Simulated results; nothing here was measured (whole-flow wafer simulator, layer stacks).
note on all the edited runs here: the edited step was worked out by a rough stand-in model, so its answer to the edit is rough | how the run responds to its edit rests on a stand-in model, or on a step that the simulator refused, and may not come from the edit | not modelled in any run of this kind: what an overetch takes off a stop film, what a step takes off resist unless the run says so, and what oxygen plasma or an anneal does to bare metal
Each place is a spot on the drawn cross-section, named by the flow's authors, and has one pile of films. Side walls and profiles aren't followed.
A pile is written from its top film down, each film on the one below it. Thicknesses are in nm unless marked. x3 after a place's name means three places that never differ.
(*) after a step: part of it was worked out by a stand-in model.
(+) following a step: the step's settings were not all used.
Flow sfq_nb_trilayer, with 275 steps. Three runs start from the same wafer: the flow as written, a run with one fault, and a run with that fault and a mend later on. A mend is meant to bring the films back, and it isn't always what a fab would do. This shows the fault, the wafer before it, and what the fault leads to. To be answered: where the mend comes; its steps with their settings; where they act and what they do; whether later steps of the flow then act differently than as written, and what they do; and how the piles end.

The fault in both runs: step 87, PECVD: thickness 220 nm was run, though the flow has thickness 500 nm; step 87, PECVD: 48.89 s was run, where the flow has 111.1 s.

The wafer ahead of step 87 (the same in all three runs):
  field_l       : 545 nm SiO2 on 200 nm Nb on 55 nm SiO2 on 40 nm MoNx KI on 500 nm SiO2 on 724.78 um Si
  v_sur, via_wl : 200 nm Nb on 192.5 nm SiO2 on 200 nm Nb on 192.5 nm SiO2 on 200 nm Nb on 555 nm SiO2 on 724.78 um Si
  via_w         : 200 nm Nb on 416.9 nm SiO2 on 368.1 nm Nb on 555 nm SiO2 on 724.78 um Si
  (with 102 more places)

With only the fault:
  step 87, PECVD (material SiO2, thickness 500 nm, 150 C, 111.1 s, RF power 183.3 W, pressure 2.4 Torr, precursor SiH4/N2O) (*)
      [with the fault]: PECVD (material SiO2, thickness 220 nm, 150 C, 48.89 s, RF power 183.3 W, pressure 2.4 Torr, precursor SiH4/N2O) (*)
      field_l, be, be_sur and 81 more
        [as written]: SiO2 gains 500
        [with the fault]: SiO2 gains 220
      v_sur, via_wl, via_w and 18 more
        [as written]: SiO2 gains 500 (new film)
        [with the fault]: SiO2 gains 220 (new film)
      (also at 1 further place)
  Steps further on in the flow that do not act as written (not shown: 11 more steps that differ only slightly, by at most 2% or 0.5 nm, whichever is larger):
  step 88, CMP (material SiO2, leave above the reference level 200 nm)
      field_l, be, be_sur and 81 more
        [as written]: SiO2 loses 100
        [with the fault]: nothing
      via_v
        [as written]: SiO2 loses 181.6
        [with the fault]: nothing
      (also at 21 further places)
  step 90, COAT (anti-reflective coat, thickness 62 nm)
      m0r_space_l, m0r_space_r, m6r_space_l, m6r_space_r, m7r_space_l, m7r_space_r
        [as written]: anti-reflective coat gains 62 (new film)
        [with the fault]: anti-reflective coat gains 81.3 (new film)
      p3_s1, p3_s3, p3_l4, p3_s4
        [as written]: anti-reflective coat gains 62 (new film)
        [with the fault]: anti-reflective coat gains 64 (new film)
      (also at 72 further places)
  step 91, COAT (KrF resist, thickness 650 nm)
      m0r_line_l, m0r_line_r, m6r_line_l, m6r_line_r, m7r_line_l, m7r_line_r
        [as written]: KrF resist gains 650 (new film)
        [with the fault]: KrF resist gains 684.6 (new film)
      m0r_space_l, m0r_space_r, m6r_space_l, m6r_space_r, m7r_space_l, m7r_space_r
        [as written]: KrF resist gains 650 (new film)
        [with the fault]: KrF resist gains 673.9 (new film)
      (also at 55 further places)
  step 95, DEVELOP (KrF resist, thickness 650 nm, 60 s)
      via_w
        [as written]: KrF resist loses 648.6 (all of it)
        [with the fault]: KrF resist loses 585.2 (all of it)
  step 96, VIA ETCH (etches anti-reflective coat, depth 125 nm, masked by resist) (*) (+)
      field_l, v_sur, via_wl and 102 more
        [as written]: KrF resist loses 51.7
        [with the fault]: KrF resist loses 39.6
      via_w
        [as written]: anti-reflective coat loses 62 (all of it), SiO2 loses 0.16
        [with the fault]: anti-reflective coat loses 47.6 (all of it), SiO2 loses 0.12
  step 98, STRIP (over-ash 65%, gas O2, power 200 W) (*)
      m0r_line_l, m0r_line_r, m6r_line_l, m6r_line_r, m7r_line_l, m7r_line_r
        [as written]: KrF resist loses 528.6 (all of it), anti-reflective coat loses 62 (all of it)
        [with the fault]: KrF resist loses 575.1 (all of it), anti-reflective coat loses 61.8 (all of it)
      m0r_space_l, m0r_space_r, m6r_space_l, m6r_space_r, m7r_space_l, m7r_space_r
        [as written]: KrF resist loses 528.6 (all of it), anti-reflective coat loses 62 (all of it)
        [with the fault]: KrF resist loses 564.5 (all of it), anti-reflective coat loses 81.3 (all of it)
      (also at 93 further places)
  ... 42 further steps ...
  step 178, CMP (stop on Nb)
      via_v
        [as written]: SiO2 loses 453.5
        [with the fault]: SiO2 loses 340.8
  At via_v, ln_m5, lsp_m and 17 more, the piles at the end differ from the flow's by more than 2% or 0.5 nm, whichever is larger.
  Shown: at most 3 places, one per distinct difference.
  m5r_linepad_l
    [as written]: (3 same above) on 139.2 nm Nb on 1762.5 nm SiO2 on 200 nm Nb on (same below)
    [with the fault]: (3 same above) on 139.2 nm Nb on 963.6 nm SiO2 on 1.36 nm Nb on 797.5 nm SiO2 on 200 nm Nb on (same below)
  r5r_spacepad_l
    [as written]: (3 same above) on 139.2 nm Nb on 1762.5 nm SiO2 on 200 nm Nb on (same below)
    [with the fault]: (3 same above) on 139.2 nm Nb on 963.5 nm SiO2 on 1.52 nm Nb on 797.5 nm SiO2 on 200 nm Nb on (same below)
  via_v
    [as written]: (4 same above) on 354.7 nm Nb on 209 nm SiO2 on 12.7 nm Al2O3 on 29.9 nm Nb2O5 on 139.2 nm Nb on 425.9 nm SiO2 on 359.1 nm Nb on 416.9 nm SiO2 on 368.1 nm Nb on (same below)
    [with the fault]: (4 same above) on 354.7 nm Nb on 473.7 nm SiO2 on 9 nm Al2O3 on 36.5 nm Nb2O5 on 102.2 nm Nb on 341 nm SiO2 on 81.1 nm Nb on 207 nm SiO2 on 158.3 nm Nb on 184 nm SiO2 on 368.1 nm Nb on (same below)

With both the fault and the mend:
  After step 87 comes the mend.
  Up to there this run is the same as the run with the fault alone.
  step 87a, PECVD (material SiO2, thickness 280 nm, 150 C, 62.22 s, RF power 183.3 W, pressure 2.4 Torr, precursor SiH4/N2O) (*) (the flow's step 87, run once more with other settings)
      field_l, v_sur, via_wl and 102 more
        SiO2 gains 280
      via_v
        SiO2 gains 390
  Steps further on in the flow that do not act as written:
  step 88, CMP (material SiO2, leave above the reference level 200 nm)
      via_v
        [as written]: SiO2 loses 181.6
        [with the mend]: SiO2 loses 157.1
  By the end, the piles equal the flow's at every place that both follow.
